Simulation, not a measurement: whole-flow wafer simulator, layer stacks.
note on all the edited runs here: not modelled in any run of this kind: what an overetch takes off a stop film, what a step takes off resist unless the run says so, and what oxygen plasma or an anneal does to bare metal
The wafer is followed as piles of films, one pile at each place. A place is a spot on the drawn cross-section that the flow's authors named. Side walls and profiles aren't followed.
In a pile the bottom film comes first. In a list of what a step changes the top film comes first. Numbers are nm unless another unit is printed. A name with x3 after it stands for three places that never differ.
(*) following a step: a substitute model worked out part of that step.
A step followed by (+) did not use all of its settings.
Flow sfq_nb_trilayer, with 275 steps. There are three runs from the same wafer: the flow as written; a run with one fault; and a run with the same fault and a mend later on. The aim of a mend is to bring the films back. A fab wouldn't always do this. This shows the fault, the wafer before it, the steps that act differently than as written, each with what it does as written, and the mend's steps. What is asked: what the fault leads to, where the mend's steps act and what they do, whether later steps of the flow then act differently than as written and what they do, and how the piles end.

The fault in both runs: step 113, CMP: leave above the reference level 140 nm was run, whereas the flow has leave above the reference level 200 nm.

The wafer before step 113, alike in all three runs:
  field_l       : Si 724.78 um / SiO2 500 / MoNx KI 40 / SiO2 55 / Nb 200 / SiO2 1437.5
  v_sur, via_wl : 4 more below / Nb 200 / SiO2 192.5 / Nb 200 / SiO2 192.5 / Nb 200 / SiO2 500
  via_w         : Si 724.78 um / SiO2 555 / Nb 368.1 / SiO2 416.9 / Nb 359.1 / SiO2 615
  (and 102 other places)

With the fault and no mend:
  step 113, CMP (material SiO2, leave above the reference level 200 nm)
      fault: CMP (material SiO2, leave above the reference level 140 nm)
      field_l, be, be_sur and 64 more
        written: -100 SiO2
        fault: -160 SiO2
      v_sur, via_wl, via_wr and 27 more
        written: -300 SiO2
        fault: -360 SiO2
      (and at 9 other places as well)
  Steps later in the flow that act otherwise than as written (4 other steps are not shown; they differ only slightly, by no more than 2% or 0.5 nm, whichever is larger):
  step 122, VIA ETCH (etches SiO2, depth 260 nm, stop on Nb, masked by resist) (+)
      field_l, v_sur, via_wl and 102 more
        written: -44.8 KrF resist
        fault: -36.2 KrF resist
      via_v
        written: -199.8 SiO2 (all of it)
        fault: -139.8 SiO2 (all of it)
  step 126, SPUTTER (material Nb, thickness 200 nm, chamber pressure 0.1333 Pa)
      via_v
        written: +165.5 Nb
        fault: +178.7 Nb
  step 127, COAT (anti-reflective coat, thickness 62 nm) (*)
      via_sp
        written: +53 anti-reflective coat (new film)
        fault: +54.2 anti-reflective coat (new film)
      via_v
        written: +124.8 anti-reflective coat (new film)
        fault: +110.7 anti-reflective coat (new film)
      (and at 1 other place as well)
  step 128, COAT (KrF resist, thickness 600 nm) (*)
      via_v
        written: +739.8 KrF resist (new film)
        fault: +690.4 KrF resist (new film)
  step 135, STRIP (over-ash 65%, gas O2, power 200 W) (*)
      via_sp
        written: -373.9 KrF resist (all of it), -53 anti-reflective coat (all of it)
        fault: -377.9 KrF resist (all of it), -54.2 anti-reflective coat (all of it)
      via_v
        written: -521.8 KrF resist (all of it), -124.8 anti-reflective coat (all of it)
        fault: -472.6 KrF resist (all of it), -110.7 anti-reflective coat (all of it)
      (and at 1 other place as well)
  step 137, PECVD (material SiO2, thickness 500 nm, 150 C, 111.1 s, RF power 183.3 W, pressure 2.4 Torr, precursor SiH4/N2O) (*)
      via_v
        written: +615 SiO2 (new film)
        fault: +517.3 SiO2 (new film)
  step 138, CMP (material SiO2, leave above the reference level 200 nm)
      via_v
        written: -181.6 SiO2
        fault: -157.1 SiO2
  At field_l, v_sur, via_wl and 102 more, the piles at the end differ from the flow's by more than 2% or 0.5 nm, whichever is larger.
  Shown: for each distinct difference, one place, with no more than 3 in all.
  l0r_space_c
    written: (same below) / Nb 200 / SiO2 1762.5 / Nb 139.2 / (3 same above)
    fault: (same below) / Nb 200 / SiO2 1702.5 / Nb 139.2 / (3 same above)
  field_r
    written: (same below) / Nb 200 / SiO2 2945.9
    fault: (same below) / Nb 200 / SiO2 2885.9
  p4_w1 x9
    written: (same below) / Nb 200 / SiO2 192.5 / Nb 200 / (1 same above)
    fault: (same below) / Nb 200 / SiO2 132.5 / Nb 200 / (1 same above)

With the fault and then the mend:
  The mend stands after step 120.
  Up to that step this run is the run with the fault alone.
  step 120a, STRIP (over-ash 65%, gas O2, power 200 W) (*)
      field_l, v_sur, via_wl and 102 more
        -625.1 KrF resist (all of it), -62 anti-reflective coat (all of it)
      via_v
        -62 anti-reflective coat (all of it)
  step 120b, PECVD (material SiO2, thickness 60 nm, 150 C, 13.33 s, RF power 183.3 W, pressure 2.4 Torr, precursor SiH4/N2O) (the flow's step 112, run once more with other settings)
      field_l, v_sur, via_wl and 103 more
        +60 SiO2
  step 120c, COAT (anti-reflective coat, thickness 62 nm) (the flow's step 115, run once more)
      field_l, v_sur, via_wl and 103 more
        +62 anti-reflective coat (new film)
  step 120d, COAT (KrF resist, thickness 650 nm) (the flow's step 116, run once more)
      field_l, v_sur, via_wl and 103 more
        +650 KrF resist (new film)
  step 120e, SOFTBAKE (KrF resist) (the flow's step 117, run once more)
      alters no film at any place that is followed
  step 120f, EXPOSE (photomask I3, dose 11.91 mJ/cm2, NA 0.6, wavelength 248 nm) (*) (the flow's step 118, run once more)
      alters no film at any place that is followed
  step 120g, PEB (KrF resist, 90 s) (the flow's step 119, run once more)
      field_l, v_sur, via_wl and 103 more
        -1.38 KrF resist
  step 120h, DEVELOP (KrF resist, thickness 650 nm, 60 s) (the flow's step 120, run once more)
      field_l, v_sur, via_wl and 102 more
        -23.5 KrF resist
      via_v
        -648.6 KrF resist (all of it)
  Later steps of the flow that are run all act as written at every place that is followed, up to a difference of at most 2% or 0.5 nm, whichever is larger.
  The piles end the same as the flow's at every place that both follow.
